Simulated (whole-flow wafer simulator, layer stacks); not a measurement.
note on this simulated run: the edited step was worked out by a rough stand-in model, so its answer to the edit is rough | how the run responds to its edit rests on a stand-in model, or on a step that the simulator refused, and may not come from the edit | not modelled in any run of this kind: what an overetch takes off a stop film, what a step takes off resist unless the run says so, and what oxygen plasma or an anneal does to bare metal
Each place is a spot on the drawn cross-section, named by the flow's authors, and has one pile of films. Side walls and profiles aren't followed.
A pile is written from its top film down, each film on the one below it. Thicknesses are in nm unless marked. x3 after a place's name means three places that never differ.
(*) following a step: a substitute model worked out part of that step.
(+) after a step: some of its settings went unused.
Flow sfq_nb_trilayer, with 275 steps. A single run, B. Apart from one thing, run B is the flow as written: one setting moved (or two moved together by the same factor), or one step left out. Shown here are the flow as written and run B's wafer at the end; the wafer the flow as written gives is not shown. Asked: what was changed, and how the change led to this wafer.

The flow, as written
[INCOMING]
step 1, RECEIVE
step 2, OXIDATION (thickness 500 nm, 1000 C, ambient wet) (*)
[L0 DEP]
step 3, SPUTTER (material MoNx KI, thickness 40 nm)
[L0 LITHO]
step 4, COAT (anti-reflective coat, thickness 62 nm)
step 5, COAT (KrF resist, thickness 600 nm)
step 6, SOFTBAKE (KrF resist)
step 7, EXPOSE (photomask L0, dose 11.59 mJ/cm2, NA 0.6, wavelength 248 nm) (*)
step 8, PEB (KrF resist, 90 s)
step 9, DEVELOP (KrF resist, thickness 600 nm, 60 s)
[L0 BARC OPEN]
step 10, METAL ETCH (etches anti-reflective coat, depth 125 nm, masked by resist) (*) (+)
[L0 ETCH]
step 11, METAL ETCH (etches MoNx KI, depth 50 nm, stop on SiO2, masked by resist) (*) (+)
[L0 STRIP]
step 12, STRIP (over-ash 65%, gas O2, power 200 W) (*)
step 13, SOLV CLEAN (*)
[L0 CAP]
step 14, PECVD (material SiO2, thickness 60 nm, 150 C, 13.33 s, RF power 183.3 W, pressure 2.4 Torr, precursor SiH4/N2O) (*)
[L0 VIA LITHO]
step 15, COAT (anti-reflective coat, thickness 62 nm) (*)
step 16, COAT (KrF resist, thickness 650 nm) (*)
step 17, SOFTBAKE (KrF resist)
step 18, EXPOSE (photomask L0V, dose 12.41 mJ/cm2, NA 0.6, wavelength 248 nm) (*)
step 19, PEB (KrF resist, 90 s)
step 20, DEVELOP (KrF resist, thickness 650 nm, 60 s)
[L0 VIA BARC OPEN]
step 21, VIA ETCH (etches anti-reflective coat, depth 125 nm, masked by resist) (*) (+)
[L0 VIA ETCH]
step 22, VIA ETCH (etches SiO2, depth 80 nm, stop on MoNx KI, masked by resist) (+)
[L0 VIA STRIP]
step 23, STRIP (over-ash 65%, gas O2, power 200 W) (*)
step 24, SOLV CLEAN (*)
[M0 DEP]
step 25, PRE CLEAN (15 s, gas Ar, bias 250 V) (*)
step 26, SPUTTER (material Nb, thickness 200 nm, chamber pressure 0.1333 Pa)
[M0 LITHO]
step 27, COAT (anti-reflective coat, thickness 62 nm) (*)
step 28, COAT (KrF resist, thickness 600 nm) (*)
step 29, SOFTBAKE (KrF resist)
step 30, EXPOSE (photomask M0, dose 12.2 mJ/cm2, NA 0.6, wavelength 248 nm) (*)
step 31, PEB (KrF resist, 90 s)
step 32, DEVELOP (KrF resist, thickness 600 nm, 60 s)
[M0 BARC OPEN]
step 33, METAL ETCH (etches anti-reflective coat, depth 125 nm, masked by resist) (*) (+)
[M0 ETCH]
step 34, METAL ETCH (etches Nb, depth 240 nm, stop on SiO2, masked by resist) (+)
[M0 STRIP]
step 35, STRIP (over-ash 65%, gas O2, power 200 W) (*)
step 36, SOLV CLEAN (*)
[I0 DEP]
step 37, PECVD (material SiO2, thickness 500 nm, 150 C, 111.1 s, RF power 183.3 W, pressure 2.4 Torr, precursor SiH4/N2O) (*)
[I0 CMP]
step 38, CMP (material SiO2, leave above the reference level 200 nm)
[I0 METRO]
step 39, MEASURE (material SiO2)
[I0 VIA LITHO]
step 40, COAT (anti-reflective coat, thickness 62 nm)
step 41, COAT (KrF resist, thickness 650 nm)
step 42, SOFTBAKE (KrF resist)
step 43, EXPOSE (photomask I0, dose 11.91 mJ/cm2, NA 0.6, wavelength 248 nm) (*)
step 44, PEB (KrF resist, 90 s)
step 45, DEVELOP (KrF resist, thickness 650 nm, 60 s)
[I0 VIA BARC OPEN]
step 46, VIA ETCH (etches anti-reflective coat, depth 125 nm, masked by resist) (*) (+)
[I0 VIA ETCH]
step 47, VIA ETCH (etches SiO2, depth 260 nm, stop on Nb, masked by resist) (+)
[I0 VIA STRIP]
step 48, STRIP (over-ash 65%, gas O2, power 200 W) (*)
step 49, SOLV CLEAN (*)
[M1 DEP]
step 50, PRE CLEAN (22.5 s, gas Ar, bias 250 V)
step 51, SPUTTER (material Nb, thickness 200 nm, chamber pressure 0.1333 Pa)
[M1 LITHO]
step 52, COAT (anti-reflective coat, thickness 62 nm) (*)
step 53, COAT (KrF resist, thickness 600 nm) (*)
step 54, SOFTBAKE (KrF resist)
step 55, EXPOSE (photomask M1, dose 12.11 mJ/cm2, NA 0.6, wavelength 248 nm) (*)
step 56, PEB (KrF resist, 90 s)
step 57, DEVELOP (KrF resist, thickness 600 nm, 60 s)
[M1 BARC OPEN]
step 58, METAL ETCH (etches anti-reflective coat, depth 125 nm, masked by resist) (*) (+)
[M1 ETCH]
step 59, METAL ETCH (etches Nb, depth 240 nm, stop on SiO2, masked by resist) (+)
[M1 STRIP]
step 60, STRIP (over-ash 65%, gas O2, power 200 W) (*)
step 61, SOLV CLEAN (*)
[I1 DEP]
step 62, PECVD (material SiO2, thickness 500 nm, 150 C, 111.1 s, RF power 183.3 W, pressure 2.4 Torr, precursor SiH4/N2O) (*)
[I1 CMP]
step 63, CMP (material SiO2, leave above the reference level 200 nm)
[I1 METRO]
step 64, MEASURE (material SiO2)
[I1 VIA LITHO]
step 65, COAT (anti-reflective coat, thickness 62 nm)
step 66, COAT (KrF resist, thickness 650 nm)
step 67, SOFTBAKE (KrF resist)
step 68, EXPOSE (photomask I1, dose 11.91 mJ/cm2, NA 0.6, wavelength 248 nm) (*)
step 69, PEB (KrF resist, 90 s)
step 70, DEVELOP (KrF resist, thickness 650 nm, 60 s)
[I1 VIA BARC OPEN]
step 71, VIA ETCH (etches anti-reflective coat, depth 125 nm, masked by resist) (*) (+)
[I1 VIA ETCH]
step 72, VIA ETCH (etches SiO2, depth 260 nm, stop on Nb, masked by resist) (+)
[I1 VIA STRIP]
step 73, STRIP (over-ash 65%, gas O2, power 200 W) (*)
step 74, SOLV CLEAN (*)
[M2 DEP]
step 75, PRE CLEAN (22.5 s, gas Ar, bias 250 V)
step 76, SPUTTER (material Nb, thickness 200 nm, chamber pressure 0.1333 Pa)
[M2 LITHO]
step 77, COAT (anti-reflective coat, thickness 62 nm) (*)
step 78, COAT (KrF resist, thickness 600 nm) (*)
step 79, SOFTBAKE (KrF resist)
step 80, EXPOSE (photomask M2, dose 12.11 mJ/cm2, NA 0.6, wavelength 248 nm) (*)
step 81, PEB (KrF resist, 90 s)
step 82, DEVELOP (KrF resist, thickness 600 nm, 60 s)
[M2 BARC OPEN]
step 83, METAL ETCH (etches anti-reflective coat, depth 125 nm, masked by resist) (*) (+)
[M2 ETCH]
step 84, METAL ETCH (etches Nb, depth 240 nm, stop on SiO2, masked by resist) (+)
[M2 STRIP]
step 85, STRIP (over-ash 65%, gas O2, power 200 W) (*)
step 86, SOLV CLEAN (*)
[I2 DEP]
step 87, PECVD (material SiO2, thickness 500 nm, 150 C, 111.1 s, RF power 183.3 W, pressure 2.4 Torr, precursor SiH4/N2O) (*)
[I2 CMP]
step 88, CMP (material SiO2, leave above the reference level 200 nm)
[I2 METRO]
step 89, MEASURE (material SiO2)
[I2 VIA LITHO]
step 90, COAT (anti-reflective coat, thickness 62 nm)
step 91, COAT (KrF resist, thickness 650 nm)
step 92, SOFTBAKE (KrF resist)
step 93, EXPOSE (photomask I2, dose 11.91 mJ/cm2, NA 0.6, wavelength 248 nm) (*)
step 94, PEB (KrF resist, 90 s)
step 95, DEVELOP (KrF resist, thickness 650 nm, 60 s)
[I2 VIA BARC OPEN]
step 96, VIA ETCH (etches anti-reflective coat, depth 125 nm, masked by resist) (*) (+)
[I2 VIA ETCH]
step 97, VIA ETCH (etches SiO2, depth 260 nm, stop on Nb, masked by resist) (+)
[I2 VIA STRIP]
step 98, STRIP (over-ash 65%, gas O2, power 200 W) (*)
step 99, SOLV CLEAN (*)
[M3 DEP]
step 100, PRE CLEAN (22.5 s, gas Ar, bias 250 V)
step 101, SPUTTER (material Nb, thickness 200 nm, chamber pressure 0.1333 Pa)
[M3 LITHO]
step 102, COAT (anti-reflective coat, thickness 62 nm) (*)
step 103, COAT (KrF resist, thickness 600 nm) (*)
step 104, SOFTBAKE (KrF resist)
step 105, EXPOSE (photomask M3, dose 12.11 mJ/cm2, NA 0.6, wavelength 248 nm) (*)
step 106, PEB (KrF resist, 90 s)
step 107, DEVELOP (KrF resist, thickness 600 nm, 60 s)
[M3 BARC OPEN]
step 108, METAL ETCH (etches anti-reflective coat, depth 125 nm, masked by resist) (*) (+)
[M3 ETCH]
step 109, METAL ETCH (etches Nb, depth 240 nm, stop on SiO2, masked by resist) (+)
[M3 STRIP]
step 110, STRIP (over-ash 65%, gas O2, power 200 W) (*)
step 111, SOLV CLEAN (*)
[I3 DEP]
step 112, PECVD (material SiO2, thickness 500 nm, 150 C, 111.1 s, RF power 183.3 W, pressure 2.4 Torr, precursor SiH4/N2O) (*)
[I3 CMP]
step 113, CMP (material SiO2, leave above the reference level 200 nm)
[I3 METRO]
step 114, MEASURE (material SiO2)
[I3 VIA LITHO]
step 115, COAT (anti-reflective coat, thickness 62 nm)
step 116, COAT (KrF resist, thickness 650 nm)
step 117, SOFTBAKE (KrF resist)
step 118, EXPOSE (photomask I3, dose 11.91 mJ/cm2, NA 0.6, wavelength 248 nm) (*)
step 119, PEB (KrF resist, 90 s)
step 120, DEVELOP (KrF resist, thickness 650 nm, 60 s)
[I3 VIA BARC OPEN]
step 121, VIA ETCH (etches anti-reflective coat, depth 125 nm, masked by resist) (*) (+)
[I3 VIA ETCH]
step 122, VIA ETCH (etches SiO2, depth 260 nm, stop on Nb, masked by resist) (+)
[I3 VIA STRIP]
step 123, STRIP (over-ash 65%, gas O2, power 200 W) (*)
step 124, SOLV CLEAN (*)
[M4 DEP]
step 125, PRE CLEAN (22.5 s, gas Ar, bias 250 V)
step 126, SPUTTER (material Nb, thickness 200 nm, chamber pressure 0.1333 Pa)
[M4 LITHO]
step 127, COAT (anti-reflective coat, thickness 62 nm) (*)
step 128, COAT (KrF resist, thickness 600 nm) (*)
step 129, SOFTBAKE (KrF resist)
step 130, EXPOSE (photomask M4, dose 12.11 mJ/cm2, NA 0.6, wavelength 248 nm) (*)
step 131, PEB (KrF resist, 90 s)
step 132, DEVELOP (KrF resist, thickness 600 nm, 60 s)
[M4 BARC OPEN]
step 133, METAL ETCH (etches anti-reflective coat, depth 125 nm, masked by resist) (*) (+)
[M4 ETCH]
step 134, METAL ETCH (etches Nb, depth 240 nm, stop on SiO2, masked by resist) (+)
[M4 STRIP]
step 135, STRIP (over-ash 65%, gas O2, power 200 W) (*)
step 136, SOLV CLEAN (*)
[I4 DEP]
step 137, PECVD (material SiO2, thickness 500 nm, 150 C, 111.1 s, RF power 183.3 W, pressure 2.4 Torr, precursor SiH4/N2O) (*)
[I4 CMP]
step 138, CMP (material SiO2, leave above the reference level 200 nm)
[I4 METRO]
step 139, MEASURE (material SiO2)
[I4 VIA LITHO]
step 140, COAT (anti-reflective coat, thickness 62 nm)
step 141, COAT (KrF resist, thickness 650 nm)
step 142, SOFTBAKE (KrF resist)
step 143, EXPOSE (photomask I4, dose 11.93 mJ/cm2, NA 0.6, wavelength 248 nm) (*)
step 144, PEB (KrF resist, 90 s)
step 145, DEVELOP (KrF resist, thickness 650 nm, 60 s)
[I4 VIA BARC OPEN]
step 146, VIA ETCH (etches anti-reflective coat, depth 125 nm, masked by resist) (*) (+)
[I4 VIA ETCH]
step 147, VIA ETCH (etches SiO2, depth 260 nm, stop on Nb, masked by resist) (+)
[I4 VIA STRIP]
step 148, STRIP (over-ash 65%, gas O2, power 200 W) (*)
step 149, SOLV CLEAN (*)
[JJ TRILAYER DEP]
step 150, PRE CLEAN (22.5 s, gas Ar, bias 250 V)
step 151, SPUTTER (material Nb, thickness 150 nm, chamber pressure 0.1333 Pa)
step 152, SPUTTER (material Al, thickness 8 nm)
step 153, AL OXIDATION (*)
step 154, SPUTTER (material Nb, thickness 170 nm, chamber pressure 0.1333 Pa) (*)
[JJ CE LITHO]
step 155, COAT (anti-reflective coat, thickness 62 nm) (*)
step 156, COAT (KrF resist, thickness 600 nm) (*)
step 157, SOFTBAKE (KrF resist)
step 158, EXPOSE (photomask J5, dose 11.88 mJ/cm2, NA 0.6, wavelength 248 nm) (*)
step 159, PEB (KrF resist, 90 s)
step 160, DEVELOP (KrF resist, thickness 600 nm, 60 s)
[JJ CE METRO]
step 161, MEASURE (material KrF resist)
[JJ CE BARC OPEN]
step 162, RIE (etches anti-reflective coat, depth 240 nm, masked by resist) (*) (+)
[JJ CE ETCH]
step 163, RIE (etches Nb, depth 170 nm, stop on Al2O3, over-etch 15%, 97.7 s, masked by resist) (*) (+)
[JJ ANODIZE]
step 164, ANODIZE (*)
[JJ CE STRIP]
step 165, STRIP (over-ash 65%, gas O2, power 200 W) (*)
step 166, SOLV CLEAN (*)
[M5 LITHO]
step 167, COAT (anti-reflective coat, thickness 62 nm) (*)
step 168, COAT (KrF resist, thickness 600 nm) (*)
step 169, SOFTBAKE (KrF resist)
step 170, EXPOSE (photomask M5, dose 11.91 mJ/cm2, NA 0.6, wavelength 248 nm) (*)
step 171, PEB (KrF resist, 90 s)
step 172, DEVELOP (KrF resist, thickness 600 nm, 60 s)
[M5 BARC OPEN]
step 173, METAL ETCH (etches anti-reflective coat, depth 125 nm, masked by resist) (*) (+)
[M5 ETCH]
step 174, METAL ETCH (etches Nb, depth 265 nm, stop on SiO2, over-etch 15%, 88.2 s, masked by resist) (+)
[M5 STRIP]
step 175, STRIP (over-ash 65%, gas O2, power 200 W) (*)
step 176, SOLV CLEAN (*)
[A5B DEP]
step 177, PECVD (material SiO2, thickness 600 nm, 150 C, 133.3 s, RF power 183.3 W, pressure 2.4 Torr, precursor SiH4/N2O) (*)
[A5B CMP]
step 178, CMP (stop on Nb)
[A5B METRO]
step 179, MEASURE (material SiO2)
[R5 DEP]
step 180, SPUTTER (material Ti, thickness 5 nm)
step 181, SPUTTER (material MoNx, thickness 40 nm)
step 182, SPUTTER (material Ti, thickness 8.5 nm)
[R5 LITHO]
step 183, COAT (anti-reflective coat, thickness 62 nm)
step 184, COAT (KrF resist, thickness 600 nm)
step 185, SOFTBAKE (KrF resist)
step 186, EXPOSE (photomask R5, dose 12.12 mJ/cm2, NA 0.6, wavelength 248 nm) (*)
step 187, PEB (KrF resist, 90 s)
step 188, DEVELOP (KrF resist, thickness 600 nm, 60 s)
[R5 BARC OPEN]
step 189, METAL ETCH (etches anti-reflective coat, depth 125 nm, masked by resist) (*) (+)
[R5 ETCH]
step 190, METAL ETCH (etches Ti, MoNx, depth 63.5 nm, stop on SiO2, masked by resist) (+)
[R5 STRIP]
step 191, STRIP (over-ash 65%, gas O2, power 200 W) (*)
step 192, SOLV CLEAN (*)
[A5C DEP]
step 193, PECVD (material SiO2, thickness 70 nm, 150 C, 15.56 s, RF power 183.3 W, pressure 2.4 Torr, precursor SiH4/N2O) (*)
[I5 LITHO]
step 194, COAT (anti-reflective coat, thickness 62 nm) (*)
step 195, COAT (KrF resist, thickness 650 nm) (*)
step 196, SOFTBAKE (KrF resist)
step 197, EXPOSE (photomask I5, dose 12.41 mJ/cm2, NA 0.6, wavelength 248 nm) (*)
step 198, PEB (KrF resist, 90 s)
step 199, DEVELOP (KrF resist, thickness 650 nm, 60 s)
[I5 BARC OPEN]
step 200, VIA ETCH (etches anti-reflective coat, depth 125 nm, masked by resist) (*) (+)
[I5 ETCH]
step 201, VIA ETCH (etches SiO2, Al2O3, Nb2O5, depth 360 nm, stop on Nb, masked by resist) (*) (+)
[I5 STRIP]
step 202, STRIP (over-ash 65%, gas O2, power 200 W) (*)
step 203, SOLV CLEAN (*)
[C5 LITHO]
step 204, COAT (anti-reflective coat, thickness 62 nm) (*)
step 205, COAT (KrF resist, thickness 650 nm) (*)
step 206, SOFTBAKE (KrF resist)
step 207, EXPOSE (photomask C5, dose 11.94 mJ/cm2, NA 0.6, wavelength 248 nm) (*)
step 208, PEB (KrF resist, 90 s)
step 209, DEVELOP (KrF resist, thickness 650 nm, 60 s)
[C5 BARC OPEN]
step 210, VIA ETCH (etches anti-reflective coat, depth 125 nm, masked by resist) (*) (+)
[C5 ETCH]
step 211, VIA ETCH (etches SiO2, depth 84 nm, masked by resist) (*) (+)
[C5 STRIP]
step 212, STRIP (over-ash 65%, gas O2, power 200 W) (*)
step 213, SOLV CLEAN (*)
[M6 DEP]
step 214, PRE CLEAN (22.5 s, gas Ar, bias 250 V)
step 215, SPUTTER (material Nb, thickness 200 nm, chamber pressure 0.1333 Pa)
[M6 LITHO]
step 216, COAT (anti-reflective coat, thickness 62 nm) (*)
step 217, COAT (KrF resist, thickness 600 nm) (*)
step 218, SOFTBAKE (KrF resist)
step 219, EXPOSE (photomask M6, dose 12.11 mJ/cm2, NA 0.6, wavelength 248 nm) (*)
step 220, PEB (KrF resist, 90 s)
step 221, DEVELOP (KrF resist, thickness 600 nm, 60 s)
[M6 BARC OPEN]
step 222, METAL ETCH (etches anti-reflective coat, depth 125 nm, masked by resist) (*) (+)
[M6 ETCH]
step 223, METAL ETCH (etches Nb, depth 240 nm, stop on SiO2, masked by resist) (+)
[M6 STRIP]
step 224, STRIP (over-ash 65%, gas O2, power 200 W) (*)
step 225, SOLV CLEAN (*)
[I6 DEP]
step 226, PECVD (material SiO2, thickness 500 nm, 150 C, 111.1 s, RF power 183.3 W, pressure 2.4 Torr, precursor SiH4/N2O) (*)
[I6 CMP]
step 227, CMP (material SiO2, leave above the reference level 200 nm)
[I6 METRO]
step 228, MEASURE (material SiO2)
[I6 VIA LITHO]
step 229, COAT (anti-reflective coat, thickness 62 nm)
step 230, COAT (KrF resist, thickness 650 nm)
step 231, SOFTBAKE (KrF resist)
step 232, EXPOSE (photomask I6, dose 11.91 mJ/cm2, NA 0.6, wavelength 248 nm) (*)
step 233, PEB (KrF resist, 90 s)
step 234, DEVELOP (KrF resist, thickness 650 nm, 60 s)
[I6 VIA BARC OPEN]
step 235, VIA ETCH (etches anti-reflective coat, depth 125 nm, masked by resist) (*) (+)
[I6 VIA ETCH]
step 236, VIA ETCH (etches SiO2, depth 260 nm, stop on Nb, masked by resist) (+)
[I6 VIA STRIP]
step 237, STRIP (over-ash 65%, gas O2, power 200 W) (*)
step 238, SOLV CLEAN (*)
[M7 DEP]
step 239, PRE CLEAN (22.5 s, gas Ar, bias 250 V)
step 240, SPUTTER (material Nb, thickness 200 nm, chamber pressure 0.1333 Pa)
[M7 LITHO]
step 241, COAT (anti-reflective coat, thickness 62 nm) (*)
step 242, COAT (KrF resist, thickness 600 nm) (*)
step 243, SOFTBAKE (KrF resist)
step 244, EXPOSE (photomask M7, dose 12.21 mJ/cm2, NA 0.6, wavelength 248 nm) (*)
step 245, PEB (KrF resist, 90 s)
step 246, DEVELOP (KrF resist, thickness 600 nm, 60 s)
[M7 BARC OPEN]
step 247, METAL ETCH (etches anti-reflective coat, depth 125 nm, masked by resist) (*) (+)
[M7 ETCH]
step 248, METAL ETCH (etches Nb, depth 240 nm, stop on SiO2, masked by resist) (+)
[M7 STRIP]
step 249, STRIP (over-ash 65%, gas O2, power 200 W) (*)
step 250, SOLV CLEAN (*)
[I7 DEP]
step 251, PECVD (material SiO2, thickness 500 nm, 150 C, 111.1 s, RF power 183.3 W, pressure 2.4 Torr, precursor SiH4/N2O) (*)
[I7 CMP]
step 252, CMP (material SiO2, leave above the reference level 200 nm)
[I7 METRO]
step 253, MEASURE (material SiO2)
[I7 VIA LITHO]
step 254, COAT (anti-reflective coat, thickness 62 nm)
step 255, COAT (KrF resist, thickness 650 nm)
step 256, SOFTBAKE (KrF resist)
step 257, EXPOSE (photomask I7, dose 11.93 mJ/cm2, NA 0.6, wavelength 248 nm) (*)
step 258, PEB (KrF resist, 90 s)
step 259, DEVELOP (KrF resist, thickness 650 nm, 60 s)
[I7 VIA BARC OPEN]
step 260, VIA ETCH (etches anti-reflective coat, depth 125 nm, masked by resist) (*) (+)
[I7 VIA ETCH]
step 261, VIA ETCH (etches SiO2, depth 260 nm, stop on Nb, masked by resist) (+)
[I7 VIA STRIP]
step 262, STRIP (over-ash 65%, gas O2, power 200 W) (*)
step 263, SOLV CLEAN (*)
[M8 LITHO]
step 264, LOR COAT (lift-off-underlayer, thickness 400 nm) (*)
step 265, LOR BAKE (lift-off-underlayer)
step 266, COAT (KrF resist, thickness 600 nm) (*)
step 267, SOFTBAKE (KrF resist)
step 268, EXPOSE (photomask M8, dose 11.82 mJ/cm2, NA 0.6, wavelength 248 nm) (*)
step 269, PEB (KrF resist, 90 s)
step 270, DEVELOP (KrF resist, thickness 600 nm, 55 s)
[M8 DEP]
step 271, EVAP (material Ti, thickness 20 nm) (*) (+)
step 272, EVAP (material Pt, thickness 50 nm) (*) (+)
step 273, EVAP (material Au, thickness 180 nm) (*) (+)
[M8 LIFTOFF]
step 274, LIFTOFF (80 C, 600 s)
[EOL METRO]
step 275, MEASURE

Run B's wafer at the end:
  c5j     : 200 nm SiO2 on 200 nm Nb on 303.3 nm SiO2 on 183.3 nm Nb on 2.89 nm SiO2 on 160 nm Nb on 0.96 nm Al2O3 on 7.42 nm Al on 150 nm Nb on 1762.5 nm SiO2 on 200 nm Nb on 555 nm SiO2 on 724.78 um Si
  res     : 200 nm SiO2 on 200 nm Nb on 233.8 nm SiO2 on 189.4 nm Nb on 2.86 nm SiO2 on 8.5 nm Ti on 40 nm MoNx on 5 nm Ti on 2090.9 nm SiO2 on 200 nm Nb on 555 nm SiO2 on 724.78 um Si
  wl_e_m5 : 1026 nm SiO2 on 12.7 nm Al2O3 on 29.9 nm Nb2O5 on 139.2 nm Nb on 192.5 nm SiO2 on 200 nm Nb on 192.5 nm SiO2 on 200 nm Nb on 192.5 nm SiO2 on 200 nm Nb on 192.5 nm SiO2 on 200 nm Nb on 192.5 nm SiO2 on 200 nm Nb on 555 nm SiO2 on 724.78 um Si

The reason: step 193, PECVD: thickness 94.5 nm was run, though the flow has thickness 70 nm; step 193, PECVD: 21 s was run, where the flow has 15.56 s.

Step by step, how the change led to this:
  step 193, PECVD (material SiO2, thickness 70 nm, 150 C, 15.56 s, RF power 183.3 W, pressure 2.4 Torr, precursor SiH4/N2O) (*)
      field_l, v_sur, via_wl and 92 more: +94.5 SiO2 (as written it would have been: +70 SiO2)
      ce_l, c5j, ce_r and 8 more: +94.5 SiO2 (new film) (as written it would have been: +70 SiO2 (new film))
  step 201, VIA ETCH (etches SiO2, Al2O3, Nb2O5, depth 360 nm, stop on Nb, masked by resist) (*) (+)
      be: -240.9 SiO2 (all of it), -12.7 Al2O3 (all of it), -29.9 Nb2O5 (all of it) (as written it would have been: -216.4 SiO2 (all of it), -12.7 Al2O3 (all of it), -29.9 Nb2O5 (all of it))
  step 204, COAT (anti-reflective coat, thickness 62 nm) (*)
      be: +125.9 anti-reflective coat (new film) (as written it would have been: +122.2 anti-reflective coat (new film))
      be_sur: +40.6 anti-reflective coat (new film) (as written it would have been: +41.8 anti-reflective coat (new film))
  step 205, COAT (KrF resist, thickness 650 nm) (*)
      be: +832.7 KrF resist (new film) (as written it would have been: +815.3 KrF resist (new film))
  step 211, VIA ETCH (etches SiO2, depth 84 nm, masked by resist) (*) (+)
      c5j: -84 SiO2 (as written it would have been: -69.9 SiO2 (all of it), -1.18 Nb)
      res: -84 SiO2 (as written it would have been: -69.9 SiO2 (all of it))
  step 212, STRIP (over-ash 65%, gas O2, power 200 W) (*)
      be: -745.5 KrF resist (all of it), -125.9 anti-reflective coat (all of it) (as written it would have been: -728.2 KrF resist (all of it), -122.2 anti-reflective coat (all of it))
      be_sur: -558.4 KrF resist (all of it), -40.6 anti-reflective coat (all of it) (as written it would have been: -559.6 KrF resist (all of it), -41.8 anti-reflective coat (all of it))
  step 214, PRE CLEAN (22.5 s, gas Ar, bias 250 V)
      c5j: -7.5 SiO2 (as written it would have been: -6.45 Nb)
      res: -7.5 SiO2 (as written it would have been: -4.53 Ti)
  step 215, SPUTTER (material Nb, thickness 200 nm, chamber pressure 0.1333 Pa)
      c5j: +183.3 Nb (new film) (as written it would have been: +188.4 Nb)
      be: +141.9 Nb (as written it would have been: +147.3 Nb)
  step 216, COAT (anti-reflective coat, thickness 62 nm) (*)
      be: +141 anti-reflective coat (new film) (as written it would have been: +136.7 anti-reflective coat (new film))
      be_sur: +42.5 anti-reflective coat (new film) (as written it would have been: +43.8 anti-reflective coat (new film))
      (also at 6 further places)
  step 217, COAT (KrF resist, thickness 600 nm) (*)
      be: +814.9 KrF resist (new film) (as written it would have been: +793.9 KrF resist (new film))
  step 224, STRIP (over-ash 65%, gas O2, power 200 W) (*)
      be: -596.8 KrF resist (all of it), -141 anti-reflective coat (all of it) (as written it would have been: -575.8 KrF resist (all of it), -136.7 anti-reflective coat (all of it))
      be_sur: -369.2 KrF resist (all of it), -42.5 anti-reflective coat (all of it) (as written it would have been: -371.2 KrF resist (all of it), -43.8 anti-reflective coat (all of it))
      (also at 6 further places)
  step 226, PECVD (material SiO2, thickness 500 nm, 150 C, 111.1 s, RF power 183.3 W, pressure 2.4 Torr, precursor SiH4/N2O) (*)
      be: +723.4 SiO2 (new film) (as written it would have been: +693.5 SiO2 (new film))
      c5j: +533.8 SiO2 (new film) (as written it would have been: +514.7 SiO2 (new film))
  step 227, CMP (material SiO2, leave above the reference level 200 nm)
      res: -258.7 SiO2 (as written it would have been: -279.4 SiO2)
With metal films that touch counted as one body, c5j has 5 bodies (between them, from the top down: SiO2 303.3; SiO2 2.89; Al2O3 0.96; SiO2 1762.5); the flow as written gives 4 bodies (between them, from the top down: SiO2 284.2; Al2O3 0.96; SiO2 1762.5).
With metal films that touch counted as one body, res has 4 bodies (between them, from the top down: SiO2 233.8; SiO2 2.86; SiO2 2090.9); the flow as written gives 3 bodies (between them, from the top down: SiO2 213.1; SiO2 2090.9).
